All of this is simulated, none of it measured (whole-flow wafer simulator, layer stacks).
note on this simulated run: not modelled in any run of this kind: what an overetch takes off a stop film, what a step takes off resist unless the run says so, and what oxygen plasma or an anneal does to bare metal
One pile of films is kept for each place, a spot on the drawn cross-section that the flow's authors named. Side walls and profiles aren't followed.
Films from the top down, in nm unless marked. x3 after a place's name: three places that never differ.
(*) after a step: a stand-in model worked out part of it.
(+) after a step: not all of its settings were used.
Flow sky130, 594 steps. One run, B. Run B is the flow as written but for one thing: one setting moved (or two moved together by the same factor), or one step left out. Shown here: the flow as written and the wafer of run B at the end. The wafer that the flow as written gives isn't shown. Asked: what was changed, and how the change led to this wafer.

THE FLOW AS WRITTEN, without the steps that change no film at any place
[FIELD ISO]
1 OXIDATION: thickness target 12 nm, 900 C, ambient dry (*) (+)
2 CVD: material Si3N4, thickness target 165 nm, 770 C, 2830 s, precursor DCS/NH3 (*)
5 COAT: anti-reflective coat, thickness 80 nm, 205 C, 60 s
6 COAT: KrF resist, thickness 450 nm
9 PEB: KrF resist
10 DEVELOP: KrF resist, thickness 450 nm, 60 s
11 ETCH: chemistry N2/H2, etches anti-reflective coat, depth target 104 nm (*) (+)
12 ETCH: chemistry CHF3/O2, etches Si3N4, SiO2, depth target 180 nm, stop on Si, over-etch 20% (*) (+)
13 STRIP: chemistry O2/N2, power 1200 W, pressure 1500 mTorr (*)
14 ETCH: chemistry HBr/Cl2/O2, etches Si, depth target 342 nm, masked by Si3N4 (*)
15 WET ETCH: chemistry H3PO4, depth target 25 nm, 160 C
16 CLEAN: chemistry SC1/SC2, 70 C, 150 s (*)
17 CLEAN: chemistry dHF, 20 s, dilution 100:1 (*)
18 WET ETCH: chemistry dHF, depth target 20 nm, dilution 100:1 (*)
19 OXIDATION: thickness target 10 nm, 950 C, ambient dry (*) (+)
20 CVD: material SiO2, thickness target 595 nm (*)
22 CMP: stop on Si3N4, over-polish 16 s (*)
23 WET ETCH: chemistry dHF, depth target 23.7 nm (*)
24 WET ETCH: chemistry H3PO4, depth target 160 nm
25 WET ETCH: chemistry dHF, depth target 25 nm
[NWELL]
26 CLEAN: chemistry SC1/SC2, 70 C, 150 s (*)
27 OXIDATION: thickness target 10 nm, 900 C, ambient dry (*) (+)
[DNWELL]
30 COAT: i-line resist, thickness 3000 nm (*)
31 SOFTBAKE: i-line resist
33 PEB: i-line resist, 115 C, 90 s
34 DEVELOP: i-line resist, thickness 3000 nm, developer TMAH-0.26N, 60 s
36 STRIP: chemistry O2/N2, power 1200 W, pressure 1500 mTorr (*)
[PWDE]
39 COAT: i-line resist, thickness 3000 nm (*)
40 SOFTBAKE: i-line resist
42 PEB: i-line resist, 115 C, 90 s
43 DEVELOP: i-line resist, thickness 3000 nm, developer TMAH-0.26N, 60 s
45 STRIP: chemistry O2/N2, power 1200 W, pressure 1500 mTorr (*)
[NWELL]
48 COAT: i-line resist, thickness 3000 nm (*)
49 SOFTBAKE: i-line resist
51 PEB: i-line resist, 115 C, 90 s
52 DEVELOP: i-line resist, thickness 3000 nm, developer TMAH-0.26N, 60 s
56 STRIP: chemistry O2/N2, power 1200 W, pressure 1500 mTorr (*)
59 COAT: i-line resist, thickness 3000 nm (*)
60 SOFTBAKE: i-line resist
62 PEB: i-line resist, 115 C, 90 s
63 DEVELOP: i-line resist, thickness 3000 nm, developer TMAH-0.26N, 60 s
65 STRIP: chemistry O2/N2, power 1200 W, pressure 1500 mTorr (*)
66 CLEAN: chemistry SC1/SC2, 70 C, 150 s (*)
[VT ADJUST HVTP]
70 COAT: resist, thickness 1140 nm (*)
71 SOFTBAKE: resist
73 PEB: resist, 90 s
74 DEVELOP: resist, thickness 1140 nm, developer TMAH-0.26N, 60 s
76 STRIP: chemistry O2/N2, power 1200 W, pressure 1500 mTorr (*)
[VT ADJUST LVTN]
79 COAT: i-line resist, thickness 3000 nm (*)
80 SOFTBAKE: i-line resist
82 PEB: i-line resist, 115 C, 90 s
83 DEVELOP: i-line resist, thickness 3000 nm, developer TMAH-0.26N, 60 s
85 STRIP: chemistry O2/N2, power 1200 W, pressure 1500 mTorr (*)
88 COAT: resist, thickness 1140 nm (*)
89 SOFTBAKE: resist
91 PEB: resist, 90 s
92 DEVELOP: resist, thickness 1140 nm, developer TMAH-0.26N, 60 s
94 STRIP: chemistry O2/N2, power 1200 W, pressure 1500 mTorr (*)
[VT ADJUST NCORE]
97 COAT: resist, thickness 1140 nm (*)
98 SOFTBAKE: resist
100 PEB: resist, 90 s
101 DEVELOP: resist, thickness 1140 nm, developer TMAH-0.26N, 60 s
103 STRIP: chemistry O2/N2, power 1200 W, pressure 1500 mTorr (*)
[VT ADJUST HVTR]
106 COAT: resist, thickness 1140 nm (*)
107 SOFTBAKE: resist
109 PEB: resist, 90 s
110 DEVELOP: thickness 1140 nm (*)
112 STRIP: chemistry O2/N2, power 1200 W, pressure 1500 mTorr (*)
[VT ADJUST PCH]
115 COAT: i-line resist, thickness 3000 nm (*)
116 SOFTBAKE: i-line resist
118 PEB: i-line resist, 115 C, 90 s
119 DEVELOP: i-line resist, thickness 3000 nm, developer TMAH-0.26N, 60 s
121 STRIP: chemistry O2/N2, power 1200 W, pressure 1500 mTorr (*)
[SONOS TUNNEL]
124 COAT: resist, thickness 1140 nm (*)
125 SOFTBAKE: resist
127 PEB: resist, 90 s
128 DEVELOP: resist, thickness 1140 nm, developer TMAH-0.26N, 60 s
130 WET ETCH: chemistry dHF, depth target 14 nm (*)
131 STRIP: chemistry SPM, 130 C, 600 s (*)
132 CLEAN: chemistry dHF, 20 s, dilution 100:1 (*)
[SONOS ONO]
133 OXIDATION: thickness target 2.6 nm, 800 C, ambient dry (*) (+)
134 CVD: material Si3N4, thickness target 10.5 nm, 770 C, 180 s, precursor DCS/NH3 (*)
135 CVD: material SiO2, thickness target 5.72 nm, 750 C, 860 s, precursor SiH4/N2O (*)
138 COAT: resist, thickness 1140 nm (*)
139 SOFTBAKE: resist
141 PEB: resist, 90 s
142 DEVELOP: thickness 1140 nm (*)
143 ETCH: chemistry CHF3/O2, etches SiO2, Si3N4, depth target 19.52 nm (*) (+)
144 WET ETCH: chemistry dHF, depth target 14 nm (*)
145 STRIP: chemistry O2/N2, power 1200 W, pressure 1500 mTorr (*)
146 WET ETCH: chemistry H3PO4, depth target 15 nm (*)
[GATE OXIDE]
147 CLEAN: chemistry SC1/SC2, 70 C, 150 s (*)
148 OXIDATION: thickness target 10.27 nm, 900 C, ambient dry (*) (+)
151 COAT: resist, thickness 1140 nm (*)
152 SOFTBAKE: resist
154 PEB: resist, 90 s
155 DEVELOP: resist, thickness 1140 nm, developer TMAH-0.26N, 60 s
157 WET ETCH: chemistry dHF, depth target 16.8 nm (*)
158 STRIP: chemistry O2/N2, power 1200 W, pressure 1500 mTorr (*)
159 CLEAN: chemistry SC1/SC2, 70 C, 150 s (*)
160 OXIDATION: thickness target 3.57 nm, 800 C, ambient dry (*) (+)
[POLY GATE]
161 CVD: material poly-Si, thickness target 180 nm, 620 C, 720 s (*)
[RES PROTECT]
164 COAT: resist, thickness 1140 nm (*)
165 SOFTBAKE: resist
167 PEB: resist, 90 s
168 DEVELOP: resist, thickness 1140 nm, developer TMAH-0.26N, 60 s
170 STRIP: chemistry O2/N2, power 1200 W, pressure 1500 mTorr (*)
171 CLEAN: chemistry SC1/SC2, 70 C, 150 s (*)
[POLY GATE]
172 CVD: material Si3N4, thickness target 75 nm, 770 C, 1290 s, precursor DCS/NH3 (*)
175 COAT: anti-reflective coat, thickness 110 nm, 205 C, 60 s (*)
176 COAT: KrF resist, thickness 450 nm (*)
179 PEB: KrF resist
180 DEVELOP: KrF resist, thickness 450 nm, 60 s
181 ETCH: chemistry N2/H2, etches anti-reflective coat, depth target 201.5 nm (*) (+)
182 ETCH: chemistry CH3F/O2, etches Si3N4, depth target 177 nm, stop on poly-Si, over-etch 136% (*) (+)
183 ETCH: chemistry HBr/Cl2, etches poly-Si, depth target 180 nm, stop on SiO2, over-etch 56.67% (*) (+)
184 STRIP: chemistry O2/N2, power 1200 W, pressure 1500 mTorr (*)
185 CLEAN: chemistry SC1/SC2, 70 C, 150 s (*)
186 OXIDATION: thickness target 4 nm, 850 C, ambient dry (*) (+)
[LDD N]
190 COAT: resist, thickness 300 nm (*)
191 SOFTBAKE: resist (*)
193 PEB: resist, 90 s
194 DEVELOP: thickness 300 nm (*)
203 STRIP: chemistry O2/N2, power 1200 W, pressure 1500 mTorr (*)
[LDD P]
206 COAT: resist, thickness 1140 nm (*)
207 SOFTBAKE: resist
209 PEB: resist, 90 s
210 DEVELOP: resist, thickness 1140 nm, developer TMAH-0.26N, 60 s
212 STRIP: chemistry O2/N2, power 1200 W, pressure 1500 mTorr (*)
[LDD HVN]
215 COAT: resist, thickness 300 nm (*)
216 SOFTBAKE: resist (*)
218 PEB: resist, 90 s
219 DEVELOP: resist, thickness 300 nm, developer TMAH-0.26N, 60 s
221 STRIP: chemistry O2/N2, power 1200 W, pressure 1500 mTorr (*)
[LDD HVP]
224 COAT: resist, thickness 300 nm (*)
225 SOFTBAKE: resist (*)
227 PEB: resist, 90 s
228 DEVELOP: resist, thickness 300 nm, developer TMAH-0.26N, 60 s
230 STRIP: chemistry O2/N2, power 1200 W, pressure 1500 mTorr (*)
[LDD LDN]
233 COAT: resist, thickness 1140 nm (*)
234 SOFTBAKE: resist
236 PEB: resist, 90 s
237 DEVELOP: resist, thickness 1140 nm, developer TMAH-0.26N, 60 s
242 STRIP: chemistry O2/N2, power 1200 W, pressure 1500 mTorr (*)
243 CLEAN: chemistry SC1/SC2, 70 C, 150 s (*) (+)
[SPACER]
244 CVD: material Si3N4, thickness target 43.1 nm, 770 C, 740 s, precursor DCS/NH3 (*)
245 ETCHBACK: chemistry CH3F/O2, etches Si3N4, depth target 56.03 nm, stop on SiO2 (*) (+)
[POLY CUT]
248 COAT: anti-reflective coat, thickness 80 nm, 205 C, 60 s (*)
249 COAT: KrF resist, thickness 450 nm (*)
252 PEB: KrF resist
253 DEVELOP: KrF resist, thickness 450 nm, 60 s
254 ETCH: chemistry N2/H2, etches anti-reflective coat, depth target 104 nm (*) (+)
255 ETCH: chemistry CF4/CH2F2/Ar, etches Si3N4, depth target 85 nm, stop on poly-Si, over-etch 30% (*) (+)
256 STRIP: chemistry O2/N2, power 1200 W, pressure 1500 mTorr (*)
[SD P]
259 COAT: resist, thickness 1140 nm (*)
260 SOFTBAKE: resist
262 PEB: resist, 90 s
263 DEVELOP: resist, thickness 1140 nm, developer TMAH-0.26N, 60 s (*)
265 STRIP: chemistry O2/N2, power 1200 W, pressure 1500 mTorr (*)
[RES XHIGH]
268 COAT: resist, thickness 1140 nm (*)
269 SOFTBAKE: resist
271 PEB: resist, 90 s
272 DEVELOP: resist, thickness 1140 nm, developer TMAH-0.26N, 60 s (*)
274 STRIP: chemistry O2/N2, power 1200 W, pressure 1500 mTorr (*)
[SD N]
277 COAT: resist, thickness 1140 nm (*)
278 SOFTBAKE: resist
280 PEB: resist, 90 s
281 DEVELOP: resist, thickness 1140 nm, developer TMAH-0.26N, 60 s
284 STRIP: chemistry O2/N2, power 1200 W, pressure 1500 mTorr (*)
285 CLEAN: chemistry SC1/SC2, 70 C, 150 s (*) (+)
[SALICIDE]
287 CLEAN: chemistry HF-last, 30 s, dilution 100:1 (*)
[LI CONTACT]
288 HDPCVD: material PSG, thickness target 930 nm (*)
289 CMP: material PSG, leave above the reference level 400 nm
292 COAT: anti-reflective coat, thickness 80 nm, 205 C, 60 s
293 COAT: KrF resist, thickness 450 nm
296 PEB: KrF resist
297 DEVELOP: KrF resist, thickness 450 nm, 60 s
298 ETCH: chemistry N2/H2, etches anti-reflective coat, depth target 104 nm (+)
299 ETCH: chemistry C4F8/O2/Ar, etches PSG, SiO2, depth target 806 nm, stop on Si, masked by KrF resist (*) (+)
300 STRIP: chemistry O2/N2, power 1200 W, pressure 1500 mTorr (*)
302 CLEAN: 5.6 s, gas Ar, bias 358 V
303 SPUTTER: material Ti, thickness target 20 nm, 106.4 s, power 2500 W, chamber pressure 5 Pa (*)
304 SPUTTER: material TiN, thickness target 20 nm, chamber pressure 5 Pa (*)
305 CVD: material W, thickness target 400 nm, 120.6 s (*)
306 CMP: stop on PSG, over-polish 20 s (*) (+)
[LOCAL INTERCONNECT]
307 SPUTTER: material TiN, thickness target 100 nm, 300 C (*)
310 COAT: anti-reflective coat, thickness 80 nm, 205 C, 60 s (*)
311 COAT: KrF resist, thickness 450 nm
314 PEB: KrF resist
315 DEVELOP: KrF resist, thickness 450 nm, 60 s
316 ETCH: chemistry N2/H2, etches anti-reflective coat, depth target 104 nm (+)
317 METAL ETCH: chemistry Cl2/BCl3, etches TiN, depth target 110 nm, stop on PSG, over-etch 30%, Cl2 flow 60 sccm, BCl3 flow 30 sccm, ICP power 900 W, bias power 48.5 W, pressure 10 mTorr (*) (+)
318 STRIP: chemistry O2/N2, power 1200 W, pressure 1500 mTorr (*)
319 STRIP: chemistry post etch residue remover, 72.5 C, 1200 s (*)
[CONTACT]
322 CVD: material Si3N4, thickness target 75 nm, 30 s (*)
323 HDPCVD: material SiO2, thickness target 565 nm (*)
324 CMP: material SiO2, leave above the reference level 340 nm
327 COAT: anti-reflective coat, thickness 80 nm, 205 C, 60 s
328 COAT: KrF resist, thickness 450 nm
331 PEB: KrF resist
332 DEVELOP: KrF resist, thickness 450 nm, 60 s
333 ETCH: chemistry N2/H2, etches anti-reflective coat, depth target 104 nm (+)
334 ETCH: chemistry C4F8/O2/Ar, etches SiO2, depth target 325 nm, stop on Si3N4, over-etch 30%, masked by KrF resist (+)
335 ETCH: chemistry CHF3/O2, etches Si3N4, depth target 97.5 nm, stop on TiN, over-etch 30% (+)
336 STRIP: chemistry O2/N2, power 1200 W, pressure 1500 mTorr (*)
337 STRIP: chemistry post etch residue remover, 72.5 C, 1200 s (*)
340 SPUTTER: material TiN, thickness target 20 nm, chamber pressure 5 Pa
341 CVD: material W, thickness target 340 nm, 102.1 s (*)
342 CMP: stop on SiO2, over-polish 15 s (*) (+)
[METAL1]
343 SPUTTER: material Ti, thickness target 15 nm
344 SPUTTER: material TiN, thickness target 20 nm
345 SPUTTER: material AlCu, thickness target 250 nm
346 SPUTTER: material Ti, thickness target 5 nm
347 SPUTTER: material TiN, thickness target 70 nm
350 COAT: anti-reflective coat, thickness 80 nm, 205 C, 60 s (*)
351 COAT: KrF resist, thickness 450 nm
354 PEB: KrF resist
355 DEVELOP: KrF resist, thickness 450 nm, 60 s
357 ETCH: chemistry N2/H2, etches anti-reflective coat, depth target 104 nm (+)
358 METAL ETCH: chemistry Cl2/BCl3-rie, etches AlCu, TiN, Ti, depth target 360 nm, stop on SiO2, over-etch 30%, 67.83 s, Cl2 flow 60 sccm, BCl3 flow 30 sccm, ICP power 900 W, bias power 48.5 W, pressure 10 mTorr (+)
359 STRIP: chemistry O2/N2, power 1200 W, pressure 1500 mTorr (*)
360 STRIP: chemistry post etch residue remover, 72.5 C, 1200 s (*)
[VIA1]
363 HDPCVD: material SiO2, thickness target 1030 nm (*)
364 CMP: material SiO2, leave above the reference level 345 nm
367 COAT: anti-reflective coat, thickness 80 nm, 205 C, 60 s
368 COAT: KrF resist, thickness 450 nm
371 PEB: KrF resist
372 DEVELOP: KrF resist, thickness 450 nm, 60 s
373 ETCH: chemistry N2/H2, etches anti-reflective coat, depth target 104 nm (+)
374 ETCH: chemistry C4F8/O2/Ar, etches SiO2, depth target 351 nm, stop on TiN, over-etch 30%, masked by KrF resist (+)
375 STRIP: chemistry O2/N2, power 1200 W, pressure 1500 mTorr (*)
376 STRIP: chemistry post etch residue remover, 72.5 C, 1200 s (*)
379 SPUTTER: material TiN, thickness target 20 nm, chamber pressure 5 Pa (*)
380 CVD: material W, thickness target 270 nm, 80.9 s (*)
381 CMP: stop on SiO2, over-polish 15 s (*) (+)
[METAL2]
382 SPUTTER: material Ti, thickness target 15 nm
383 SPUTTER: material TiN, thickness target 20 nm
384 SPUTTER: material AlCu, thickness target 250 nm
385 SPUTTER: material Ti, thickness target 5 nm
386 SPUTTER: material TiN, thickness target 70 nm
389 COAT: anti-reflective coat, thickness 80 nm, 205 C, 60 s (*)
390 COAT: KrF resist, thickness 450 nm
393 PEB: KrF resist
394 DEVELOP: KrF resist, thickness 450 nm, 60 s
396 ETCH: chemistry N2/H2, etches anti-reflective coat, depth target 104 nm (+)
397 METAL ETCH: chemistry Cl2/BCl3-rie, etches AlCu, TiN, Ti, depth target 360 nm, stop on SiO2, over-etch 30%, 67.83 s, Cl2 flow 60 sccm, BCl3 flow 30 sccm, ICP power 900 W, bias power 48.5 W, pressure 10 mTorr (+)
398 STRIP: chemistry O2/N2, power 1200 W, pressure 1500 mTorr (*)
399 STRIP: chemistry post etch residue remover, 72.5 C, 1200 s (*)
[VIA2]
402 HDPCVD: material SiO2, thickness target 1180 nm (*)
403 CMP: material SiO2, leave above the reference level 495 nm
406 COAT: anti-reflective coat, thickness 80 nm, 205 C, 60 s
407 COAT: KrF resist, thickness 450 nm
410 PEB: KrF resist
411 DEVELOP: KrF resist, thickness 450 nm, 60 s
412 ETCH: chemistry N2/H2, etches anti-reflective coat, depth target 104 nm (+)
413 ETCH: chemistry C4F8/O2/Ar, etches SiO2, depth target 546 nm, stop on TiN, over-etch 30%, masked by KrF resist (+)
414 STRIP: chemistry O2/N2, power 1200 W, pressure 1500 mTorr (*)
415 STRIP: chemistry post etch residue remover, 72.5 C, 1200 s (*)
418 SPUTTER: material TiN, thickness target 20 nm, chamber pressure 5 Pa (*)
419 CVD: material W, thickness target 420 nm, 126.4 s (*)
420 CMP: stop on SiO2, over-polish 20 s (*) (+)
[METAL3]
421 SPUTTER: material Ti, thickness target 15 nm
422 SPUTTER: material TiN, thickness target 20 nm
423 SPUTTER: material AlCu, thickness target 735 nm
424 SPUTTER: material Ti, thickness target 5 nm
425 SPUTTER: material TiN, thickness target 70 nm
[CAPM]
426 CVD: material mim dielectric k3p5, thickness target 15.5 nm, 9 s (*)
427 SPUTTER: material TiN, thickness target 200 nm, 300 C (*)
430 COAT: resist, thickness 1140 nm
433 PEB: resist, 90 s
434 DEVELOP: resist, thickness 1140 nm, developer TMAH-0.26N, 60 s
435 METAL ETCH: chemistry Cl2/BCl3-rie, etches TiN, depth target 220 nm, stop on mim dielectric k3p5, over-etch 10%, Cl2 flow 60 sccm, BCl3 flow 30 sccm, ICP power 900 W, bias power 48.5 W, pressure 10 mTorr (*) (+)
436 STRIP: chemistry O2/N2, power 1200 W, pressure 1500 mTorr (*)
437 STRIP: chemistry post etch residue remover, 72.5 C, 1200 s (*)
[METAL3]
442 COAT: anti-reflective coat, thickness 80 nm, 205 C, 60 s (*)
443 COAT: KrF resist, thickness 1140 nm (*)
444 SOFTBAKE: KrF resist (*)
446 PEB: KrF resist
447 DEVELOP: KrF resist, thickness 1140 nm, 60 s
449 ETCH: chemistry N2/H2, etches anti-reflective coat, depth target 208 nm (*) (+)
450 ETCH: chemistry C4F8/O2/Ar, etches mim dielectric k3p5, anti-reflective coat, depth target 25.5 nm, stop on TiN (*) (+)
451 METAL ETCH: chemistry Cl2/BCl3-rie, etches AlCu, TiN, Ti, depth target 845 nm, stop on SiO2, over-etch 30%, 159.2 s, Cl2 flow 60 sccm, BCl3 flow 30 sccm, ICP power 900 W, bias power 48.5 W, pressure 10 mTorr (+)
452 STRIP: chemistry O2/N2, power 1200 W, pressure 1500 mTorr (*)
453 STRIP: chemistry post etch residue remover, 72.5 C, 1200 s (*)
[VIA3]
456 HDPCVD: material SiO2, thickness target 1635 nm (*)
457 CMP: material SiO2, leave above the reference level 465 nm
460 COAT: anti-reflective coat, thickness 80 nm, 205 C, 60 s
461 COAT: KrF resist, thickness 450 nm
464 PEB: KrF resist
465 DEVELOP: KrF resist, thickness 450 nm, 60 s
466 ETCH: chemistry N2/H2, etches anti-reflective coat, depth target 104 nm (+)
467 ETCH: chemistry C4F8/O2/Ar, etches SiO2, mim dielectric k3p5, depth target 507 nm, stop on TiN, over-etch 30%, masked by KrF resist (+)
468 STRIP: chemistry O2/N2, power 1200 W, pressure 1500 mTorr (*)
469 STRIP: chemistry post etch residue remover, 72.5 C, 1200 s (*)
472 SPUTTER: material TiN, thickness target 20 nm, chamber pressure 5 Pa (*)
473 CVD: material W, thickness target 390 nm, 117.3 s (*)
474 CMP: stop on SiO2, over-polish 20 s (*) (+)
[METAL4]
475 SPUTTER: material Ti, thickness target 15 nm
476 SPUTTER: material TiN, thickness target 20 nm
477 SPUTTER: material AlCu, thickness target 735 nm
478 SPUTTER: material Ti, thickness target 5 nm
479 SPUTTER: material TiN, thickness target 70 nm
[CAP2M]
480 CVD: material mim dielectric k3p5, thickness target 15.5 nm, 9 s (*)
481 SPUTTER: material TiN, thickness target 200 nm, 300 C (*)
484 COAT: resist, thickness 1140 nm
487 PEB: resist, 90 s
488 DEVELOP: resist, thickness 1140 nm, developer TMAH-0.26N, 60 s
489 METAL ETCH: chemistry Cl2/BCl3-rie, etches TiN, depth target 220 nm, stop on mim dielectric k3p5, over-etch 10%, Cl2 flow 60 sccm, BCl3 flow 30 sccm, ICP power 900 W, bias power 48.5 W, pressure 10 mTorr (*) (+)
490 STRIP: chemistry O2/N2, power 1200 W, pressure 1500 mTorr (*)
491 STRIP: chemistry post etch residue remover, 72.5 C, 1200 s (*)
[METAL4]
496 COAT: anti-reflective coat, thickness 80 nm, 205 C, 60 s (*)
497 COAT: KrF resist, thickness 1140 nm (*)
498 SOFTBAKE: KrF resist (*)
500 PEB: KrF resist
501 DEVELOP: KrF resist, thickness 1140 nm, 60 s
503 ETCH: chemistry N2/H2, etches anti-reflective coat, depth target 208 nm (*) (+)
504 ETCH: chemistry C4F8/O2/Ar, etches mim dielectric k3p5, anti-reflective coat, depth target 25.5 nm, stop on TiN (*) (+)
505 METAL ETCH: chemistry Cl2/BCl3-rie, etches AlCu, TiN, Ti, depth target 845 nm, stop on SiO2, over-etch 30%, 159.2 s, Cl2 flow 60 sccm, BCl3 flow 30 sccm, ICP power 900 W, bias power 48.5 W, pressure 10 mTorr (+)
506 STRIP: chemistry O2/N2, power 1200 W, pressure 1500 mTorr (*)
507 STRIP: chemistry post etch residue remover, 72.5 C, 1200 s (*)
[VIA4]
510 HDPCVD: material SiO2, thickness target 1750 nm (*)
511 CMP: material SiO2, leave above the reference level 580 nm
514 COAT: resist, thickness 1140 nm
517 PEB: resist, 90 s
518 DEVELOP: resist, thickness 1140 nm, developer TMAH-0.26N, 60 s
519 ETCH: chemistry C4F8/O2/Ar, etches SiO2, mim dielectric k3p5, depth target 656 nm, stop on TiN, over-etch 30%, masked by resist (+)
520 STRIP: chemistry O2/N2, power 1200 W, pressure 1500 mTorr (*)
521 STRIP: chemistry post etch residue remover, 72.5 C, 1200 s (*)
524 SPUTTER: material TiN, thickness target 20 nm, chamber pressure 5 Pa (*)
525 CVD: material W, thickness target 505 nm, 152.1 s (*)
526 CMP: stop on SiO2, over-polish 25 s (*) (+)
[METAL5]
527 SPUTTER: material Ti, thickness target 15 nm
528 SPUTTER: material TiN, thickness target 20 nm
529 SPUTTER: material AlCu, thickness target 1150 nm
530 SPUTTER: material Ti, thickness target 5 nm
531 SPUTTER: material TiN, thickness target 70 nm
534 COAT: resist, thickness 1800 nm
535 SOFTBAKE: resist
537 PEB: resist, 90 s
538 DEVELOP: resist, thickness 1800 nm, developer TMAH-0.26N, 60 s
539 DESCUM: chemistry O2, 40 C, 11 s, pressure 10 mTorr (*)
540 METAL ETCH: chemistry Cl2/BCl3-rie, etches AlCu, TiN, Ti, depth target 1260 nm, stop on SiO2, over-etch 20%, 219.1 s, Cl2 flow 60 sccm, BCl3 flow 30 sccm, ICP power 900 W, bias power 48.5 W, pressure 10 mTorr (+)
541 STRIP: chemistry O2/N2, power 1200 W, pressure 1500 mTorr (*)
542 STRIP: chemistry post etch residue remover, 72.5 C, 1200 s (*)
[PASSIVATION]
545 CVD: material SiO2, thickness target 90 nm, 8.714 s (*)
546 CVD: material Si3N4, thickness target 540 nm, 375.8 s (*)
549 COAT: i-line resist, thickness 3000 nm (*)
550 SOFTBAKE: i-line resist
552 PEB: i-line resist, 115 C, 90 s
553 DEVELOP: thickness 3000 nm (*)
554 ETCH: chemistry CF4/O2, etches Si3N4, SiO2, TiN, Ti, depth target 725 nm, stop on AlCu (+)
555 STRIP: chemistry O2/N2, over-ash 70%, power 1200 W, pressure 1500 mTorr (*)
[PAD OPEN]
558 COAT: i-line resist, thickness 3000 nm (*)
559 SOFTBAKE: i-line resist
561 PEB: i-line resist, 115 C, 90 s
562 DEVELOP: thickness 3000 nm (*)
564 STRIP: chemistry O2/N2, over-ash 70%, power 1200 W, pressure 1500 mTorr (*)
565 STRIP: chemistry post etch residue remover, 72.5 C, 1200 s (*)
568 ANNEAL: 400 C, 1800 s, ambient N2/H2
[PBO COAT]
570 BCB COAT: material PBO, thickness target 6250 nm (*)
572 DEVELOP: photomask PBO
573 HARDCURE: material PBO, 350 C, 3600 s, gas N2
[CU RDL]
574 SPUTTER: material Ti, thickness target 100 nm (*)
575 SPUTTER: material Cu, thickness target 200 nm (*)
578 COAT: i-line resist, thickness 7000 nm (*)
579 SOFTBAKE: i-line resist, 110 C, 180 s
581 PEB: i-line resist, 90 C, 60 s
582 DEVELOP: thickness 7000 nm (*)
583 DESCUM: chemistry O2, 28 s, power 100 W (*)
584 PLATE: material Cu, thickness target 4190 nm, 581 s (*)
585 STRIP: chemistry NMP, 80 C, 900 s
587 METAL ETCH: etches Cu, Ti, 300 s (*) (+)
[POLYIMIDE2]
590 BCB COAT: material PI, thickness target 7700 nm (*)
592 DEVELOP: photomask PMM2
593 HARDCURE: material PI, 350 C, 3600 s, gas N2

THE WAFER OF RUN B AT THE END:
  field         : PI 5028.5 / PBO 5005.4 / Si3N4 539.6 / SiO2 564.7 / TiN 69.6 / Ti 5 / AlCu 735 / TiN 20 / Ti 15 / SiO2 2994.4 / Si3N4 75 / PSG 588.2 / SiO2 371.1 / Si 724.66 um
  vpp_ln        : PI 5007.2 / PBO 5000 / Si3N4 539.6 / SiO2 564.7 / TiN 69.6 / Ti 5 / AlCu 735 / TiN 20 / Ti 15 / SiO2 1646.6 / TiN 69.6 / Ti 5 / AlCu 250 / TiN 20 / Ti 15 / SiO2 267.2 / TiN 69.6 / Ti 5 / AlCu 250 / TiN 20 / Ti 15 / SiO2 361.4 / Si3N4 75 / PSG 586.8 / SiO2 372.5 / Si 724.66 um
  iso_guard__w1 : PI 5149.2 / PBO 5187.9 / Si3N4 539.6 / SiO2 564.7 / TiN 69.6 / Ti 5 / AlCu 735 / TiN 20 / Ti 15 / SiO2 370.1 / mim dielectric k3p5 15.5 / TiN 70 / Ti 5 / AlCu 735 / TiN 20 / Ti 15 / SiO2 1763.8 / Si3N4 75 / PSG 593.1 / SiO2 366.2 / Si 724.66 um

The cause: step 505, METAL ETCH: chemistry Cl2/BCl3-rie, etches AlCu, TiN, Ti, depth target 845 nm, stop on SiO2, over-etch 30%, 159.2 s, Cl2 flow 60 sccm, BCl3 flow 30 sccm, ICP power 900 W, bias power 48.5 W, pressure 10 mTorr (+), was left out.

How the change led to this, step by step:
  506 STRIP: chemistry O2/N2, power 1200 W, pressure 1500 mTorr (*)
      gate_hv, mim, dice_street and 74 more: KrF resist -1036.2 (all of it), anti-reflective coat -80 (all of it) (as written it would be: KrF resist -486.9 (all of it), anti-reflective coat -80 (all of it))
      n_well, p_well, sd_n, sd_p, pad, mim_edge_plate_strap, mim_edge_gap_sheet: KrF resist -1036.1 (all of it), anti-reflective coat -80 (all of it) (as written it would be: KrF resist -486.9 (all of it), anti-reflective coat -80 (all of it))
      (and at 21 more places)
  510 HDPCVD: material SiO2, thickness target 1750 nm (*)
      field, active, gate and 85 more: SiO2 +1750 (new film) (as written it would be: SiO2 +1750)
  511 CMP: material SiO2, leave above the reference level 580 nm
      field, active, gate and 76 more: SiO2 -1244.6 (as written it would be: SiO2 -374.7)
      iso_guard__w1, mim_edge_gap, vpp_l1ln and 6 more: SiO2 -1244.6 (as written it would be: SiO2 -374.6)
Counting metal films that touch as one body, field has 1 body; the flow as written gives 0 bodies.
Counting metal films that touch as one body, vpp_ln has 3 bodies (between them, from the top down: SiO2 1646.6; SiO2 267.2); the flow as written gives 2 bodies (between them, from the top down: SiO2 267.2).
Counting metal films that touch as one body, iso_guard__w1 has 2 bodies (between them, from the top down: SiO2 370.1 / mim dielectric k3p5 15.5); the flow as written gives 1 body.
